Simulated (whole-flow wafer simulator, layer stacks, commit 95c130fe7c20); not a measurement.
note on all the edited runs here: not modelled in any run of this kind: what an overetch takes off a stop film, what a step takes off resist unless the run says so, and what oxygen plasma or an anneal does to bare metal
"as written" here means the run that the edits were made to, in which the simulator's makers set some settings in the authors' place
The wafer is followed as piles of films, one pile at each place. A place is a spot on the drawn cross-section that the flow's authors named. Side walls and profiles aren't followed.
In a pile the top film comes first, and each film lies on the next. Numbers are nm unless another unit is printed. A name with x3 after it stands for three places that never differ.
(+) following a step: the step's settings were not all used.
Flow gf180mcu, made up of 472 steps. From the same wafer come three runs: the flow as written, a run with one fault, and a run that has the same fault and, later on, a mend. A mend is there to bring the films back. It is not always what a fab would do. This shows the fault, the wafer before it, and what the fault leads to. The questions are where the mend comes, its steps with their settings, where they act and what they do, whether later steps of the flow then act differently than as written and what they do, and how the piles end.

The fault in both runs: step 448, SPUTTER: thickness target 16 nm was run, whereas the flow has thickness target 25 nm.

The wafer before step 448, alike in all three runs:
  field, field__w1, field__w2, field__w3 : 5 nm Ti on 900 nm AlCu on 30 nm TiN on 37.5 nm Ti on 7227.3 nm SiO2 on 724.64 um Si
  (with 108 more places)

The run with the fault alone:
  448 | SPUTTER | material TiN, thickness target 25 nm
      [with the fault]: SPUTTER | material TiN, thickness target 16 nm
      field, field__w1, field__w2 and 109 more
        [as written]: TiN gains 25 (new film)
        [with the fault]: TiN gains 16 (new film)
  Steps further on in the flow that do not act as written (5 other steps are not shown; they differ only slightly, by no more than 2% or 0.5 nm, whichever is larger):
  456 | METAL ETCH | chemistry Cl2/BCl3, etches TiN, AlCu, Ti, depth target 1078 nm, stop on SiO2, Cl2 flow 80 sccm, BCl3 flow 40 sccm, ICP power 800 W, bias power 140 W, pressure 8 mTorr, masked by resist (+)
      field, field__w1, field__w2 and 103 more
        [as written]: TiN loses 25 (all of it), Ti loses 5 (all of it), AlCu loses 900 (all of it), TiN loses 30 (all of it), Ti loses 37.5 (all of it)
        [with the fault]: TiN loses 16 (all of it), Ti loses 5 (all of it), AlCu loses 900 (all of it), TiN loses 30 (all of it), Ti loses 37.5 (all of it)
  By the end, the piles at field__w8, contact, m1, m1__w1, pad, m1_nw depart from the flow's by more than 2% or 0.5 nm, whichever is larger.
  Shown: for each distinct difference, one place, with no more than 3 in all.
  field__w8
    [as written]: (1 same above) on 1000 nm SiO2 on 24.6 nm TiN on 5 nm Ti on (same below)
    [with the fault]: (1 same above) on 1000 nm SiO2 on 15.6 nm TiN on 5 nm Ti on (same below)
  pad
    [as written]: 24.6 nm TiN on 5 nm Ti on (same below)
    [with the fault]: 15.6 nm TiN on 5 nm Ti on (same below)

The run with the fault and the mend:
  After step 448 comes the mend.
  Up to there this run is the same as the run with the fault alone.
  448a | SPUTTER | material TiN, thickness target 9 nm (the flow's step 448 again, with other settings)
      field, field__w1, field__w2 and 109 more
        TiN gains 9
  None of the later steps of the flow acts differently than as written at any place that is followed.
  By the end, the piles equal the flow's at every place that both follow.
